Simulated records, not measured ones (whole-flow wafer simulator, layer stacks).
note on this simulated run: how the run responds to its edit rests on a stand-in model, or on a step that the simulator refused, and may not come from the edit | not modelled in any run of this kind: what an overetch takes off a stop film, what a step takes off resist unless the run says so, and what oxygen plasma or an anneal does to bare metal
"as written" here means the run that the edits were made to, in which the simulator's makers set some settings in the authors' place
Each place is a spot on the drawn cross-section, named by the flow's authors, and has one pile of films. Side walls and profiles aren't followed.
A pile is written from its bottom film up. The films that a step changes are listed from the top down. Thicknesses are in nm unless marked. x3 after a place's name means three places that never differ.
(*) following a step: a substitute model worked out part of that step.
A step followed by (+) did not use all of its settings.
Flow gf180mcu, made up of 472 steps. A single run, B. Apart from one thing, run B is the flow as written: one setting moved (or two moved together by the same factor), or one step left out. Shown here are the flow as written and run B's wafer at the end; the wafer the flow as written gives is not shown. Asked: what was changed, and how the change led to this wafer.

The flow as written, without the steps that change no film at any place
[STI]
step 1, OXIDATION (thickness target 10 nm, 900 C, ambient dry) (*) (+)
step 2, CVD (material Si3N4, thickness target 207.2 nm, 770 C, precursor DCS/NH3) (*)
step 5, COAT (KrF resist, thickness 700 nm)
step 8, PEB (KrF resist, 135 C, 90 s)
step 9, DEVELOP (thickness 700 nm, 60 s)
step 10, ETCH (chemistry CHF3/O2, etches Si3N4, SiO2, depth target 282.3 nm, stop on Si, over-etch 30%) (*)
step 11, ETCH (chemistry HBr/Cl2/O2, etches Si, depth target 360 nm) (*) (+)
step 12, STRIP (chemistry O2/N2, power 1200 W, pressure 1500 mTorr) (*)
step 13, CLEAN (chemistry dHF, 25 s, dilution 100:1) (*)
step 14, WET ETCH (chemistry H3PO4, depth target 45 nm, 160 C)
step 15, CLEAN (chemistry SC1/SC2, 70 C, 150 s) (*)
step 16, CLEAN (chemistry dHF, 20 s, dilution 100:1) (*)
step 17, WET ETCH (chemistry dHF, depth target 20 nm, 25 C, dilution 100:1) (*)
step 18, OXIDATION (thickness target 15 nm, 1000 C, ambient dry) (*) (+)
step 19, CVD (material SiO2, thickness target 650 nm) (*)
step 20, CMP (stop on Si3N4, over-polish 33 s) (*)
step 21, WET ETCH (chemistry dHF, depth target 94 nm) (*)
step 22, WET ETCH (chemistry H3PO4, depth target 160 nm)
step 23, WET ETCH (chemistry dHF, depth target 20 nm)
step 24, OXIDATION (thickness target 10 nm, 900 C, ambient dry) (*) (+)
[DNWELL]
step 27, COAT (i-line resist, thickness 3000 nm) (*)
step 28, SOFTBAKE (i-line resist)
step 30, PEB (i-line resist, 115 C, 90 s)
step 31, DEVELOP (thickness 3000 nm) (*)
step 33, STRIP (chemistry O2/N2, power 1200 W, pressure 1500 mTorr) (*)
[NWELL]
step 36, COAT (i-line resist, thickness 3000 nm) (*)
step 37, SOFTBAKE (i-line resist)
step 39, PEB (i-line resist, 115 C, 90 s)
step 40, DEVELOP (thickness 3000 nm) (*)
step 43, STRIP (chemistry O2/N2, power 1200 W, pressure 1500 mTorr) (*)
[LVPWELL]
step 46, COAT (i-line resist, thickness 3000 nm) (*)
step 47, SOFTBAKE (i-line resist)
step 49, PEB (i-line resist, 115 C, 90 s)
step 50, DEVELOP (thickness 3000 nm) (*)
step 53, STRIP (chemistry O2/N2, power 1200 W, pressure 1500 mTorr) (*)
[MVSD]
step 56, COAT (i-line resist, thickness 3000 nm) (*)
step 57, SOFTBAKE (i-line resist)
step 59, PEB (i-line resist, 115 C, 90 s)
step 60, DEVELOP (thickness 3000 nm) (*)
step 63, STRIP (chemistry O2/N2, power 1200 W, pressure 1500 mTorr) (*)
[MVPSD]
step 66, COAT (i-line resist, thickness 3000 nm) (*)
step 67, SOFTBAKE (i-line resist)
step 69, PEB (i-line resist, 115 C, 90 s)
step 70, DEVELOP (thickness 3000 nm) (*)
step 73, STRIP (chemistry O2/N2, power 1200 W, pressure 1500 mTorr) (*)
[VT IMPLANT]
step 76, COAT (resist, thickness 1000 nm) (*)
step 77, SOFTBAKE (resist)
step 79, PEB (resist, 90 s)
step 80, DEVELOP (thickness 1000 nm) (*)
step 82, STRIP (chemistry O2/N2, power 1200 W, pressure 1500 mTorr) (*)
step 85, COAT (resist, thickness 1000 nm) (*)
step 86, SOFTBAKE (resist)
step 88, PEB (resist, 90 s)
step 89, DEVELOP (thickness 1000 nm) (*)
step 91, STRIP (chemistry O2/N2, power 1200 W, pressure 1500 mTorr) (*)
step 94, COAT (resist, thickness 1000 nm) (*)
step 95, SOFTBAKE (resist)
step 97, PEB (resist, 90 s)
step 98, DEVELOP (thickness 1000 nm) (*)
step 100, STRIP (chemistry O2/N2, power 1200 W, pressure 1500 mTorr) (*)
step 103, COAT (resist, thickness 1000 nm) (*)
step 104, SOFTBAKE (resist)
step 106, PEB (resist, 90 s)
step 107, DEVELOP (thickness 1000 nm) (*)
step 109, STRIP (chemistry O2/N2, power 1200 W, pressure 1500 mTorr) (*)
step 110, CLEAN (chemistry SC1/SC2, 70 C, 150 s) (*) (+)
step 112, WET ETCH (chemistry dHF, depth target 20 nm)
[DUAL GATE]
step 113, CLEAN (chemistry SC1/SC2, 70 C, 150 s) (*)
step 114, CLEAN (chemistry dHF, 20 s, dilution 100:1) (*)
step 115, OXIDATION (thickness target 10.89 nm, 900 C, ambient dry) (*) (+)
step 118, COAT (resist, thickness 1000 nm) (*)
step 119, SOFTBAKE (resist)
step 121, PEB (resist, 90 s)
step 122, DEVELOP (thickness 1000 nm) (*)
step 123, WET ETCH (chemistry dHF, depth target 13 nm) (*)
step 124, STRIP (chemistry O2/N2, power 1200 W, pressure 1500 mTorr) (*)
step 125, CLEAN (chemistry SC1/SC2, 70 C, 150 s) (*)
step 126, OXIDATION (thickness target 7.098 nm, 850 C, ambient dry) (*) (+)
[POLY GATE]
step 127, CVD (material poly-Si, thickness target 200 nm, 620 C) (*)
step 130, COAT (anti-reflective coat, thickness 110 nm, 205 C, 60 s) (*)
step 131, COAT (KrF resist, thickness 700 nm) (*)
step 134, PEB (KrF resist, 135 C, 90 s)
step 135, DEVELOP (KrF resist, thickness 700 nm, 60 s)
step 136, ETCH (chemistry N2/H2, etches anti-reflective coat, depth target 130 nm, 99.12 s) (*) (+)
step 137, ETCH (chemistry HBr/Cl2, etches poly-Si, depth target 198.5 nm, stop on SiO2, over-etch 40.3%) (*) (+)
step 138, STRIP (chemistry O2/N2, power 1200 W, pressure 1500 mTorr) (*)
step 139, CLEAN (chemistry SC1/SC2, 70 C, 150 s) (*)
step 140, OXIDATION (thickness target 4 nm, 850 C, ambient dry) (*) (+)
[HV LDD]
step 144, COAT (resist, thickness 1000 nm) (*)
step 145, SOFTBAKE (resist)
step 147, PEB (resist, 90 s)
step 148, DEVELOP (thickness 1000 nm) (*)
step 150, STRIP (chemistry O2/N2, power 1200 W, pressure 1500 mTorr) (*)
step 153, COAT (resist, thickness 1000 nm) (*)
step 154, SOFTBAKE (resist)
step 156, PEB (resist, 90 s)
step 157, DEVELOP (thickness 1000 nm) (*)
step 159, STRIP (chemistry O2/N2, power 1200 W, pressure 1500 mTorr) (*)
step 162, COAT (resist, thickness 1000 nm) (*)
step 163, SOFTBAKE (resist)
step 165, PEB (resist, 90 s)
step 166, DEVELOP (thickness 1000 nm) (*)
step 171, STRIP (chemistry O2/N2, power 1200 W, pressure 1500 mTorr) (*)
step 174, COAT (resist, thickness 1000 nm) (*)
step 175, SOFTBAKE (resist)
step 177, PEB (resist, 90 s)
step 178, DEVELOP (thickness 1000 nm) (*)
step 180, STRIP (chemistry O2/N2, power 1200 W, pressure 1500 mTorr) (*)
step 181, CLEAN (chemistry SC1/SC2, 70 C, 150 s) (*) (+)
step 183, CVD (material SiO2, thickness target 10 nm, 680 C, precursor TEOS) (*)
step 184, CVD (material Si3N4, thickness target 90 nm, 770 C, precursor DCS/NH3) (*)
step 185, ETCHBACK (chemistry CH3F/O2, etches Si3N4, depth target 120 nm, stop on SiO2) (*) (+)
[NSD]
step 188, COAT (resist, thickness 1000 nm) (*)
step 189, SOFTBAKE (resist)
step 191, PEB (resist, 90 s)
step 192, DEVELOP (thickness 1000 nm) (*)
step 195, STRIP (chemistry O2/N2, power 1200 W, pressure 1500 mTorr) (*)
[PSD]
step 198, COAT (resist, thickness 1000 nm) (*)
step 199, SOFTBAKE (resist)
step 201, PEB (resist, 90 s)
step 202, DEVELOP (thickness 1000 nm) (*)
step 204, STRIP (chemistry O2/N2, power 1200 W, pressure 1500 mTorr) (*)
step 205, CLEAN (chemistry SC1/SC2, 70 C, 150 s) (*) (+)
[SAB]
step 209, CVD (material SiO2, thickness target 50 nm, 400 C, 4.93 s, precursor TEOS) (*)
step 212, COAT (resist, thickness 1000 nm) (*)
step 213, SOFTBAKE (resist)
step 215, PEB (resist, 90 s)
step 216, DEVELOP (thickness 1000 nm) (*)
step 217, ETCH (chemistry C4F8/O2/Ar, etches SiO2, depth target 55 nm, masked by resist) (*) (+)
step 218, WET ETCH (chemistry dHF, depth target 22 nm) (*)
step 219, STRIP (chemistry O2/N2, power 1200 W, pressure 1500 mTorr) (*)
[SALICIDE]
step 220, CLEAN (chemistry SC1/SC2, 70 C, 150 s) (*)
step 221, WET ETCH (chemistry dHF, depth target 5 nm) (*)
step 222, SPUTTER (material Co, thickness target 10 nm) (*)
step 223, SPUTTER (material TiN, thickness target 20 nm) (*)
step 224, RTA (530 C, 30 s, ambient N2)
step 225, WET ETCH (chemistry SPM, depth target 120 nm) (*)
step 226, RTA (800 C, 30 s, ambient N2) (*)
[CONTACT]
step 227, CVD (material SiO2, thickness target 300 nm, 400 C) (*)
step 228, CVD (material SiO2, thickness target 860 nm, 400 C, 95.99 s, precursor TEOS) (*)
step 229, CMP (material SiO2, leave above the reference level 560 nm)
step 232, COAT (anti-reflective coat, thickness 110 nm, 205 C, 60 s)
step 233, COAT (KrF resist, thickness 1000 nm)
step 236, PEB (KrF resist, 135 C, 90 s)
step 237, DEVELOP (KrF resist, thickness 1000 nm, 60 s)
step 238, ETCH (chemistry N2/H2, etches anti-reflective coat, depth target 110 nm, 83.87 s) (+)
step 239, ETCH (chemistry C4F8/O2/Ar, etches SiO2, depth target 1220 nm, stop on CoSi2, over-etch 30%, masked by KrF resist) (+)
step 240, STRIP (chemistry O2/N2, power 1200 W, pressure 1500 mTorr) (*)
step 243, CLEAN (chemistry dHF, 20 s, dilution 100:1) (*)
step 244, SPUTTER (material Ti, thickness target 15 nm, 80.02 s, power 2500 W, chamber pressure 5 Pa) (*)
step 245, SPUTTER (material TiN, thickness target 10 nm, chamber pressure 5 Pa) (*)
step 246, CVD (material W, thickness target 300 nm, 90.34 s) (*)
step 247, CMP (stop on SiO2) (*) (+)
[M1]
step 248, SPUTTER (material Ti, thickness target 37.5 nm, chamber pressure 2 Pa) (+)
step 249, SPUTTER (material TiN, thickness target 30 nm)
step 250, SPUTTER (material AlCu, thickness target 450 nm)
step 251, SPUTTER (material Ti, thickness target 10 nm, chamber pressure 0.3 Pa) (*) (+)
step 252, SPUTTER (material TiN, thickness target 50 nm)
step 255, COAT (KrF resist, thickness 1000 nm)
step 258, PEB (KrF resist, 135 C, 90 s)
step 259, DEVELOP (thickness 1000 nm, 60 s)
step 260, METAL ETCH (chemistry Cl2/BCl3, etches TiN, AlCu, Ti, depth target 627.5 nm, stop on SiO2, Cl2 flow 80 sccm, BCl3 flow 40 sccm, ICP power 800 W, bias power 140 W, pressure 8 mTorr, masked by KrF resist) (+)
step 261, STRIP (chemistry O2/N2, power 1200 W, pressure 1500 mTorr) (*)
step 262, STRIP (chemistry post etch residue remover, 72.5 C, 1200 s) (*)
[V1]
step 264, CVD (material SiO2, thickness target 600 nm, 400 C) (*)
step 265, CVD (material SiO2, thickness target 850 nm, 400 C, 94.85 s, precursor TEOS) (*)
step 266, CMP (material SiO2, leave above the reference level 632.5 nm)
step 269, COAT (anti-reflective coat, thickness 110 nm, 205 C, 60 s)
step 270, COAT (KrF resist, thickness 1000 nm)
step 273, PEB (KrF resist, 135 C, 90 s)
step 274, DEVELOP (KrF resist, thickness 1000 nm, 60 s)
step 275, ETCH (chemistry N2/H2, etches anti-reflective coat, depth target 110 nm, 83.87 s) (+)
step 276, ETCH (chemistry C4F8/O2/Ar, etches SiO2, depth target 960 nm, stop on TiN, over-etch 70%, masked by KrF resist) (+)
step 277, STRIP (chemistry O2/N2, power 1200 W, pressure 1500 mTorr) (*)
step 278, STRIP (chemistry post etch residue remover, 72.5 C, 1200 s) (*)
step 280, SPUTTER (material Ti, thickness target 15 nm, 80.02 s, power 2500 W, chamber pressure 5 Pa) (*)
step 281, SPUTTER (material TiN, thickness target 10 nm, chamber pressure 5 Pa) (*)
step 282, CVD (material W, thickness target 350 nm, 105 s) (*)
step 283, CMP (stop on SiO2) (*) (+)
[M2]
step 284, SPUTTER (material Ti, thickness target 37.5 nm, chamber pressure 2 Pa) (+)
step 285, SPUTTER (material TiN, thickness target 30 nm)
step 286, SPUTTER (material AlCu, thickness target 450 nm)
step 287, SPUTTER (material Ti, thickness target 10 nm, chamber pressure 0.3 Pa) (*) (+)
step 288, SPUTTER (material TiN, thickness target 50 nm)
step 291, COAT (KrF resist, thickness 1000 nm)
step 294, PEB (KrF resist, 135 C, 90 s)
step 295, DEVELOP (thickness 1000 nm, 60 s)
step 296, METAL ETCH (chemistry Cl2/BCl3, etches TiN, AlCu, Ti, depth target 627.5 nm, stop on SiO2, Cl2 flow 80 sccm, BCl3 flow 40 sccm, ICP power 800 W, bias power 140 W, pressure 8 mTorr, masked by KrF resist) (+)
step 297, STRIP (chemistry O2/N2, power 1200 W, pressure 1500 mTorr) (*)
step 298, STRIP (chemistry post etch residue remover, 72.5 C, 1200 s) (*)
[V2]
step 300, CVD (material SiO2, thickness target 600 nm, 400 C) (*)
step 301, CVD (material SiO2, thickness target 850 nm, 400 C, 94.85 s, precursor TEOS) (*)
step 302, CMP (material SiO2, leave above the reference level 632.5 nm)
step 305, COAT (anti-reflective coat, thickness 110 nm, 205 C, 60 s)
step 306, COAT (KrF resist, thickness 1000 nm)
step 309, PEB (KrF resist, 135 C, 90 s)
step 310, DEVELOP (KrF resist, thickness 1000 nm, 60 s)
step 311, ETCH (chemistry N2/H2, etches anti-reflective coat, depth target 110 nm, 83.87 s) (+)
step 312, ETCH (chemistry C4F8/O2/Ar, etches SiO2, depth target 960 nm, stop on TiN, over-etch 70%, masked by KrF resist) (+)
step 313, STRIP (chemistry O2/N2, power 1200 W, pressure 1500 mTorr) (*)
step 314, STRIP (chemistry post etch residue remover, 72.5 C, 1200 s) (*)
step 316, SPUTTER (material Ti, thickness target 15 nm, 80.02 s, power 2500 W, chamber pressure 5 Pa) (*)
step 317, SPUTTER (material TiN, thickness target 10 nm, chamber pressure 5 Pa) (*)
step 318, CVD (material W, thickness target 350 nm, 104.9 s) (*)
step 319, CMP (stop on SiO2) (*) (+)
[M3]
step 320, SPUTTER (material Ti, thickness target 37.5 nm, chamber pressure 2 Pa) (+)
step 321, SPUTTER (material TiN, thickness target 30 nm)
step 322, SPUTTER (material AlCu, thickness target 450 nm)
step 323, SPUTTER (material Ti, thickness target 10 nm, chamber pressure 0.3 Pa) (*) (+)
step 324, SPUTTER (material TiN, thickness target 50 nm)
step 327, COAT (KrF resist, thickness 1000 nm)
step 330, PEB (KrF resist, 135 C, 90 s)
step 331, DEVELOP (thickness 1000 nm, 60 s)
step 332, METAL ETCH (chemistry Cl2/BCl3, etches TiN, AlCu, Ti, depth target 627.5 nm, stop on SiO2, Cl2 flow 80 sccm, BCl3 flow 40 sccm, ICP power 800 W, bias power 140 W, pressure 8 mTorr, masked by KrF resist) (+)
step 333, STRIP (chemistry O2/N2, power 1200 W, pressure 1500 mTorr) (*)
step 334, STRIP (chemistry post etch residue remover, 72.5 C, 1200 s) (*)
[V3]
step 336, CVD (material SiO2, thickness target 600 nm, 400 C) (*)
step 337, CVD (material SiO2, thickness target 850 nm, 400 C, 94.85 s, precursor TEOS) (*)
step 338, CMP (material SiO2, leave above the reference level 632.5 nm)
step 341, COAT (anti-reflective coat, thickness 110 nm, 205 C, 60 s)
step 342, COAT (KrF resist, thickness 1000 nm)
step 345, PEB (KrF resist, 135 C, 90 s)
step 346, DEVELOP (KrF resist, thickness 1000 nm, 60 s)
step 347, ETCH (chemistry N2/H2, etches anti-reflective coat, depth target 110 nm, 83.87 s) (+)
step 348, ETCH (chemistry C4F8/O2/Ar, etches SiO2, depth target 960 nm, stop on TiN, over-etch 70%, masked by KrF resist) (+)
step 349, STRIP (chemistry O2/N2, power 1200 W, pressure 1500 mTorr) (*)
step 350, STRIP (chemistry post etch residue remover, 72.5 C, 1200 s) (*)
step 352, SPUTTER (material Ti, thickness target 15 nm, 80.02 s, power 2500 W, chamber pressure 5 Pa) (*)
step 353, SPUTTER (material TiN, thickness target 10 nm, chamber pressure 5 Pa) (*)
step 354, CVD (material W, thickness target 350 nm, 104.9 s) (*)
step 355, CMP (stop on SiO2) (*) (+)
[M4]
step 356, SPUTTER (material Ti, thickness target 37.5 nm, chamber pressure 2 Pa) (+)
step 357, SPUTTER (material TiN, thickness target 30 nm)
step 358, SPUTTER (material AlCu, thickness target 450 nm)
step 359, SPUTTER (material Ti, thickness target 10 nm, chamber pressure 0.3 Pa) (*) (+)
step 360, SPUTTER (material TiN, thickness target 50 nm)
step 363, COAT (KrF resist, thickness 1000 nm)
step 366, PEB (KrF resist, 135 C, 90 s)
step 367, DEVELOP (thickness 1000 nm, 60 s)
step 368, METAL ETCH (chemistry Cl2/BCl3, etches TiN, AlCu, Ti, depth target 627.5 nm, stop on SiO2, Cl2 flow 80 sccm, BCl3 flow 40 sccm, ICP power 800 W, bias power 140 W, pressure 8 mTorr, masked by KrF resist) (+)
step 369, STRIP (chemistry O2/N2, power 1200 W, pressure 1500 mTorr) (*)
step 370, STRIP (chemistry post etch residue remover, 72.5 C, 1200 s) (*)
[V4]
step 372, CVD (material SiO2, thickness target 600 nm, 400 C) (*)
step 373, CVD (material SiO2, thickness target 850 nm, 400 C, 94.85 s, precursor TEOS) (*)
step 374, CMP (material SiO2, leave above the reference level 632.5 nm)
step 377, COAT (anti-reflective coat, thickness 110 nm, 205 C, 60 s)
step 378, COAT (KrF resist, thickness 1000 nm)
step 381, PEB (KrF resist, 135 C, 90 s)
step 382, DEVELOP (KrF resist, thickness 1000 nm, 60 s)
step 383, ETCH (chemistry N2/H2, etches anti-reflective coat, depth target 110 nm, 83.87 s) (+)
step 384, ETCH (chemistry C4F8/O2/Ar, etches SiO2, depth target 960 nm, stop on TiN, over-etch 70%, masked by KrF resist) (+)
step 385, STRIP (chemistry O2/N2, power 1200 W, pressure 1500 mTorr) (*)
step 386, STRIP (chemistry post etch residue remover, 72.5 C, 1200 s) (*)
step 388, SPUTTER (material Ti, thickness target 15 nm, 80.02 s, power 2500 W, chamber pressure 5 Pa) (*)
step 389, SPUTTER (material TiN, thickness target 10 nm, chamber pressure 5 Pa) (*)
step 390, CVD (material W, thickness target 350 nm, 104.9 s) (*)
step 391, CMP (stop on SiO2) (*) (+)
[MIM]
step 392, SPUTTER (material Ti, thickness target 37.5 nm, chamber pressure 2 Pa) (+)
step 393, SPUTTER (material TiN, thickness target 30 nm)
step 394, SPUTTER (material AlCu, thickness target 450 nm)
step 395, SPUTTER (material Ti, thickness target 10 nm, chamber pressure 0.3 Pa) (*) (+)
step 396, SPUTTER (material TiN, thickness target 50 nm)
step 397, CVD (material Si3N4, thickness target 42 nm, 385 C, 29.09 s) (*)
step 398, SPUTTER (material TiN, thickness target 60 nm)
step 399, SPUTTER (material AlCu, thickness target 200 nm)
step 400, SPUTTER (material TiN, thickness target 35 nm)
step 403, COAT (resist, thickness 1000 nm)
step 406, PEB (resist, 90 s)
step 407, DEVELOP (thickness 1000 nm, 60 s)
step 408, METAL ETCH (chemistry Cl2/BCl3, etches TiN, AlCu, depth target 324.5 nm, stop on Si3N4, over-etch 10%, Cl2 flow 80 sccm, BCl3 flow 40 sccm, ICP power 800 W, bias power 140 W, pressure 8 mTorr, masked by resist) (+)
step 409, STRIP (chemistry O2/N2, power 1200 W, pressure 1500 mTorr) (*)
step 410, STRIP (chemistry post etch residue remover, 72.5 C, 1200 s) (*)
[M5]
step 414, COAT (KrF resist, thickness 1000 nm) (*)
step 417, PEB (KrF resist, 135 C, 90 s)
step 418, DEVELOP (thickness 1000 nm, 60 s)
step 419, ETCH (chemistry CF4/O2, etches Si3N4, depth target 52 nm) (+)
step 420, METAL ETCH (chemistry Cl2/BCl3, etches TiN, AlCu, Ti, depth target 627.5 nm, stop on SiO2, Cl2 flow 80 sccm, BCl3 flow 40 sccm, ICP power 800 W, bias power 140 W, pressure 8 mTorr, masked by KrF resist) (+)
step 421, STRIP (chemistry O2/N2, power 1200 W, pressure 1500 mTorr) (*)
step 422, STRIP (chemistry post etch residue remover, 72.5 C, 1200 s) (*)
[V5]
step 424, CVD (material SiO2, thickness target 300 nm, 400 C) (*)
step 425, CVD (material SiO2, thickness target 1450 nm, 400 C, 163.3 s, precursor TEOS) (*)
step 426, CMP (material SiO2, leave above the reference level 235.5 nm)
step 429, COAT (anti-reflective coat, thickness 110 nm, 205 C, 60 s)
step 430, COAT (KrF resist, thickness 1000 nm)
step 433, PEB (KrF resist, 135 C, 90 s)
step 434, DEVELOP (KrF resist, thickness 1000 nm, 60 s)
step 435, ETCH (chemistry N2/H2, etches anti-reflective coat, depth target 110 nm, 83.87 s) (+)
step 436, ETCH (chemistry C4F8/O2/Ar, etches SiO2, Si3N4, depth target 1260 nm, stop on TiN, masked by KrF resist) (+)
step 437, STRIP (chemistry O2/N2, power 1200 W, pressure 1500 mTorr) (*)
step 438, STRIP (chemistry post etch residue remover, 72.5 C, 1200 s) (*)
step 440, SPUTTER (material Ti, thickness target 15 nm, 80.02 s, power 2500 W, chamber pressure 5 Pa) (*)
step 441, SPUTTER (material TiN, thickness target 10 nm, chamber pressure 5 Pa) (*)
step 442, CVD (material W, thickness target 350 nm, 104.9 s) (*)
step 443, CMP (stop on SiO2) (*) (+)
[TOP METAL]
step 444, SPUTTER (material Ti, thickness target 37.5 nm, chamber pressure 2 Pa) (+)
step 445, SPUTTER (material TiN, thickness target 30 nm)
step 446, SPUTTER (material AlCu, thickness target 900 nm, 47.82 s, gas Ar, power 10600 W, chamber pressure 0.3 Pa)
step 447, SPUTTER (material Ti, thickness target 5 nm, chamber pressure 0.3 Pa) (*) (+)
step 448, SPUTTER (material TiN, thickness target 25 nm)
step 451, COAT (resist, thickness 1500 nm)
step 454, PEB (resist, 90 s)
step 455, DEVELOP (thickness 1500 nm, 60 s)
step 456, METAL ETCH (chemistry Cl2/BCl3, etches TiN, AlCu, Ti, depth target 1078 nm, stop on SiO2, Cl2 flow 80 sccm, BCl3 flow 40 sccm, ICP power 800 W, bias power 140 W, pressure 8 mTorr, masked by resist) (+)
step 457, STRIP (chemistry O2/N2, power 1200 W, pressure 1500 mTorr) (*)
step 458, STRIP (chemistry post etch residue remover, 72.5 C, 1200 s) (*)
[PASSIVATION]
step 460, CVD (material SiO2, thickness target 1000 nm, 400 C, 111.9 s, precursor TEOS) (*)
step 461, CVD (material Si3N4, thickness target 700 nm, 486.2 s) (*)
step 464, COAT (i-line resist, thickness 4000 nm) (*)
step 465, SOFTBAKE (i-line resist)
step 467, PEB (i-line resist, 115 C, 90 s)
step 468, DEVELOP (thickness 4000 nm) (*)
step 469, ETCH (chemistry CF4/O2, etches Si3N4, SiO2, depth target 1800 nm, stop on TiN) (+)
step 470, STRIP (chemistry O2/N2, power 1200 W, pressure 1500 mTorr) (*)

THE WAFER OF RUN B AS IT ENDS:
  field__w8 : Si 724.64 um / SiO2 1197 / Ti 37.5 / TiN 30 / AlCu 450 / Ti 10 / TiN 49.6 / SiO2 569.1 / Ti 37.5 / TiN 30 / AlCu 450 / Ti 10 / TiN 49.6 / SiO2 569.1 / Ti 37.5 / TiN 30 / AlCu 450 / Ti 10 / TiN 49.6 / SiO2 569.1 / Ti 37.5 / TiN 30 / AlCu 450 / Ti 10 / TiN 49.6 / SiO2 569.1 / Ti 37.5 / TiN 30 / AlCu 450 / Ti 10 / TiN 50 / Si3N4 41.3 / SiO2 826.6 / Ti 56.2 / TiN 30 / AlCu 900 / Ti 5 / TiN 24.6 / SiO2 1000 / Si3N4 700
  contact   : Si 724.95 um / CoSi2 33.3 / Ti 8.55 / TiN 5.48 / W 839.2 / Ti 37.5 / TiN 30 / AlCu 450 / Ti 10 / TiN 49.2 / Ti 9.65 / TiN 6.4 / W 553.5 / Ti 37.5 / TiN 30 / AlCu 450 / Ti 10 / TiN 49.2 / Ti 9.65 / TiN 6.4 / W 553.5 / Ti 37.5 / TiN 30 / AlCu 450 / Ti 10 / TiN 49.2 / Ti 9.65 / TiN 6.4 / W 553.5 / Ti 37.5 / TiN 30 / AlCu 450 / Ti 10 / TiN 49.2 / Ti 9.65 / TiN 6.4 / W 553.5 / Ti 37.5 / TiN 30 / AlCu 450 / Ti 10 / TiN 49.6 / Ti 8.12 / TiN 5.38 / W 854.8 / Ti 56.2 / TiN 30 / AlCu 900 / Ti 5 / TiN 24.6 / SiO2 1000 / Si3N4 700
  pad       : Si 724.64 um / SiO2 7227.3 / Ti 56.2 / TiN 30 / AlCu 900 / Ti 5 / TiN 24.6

Cause: step 444, SPUTTER: thickness target 56.25 nm was run, though the flow has thickness target 37.5 nm.
One can read it off the wafer: field__w8 has Ti 56.2, and step 444 as written asks for 37.5 nm.

The path from the change to this, step by step:
  step 444, SPUTTER (material Ti, thickness target 37.5 nm, chamber pressure 2 Pa) (+)
      field, field__w1, field__w2 and 109 more: Ti gains 56.2 (new film) (as written it would have been: Ti gains 37.5 (new film))
  step 456, METAL ETCH (chemistry Cl2/BCl3, etches TiN, AlCu, Ti, depth target 1078 nm, stop on SiO2, Cl2 flow 80 sccm, BCl3 flow 40 sccm, ICP power 800 W, bias power 140 W, pressure 8 mTorr, masked by resist) (+)
      field, field__w1, field__w2 and 103 more: TiN loses 25 (all of it), Ti loses 5 (all of it), AlCu loses 900 (all of it), TiN loses 30 (all of it), Ti loses 56.2 (all of it) (as written it would have been: TiN loses 25 (all of it), Ti loses 5 (all of it), AlCu loses 900 (all of it), TiN loses 30 (all of it), Ti loses 37.5 (all of it))
  step 465, SOFTBAKE (i-line resist)
      field: i-line resist loses 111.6 (as written it would have been: i-line resist loses 120.6)
      field__w2: i-line resist gains 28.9 (as written it would have been: i-line resist gains 32.6)
      (and at 64 other places as well)
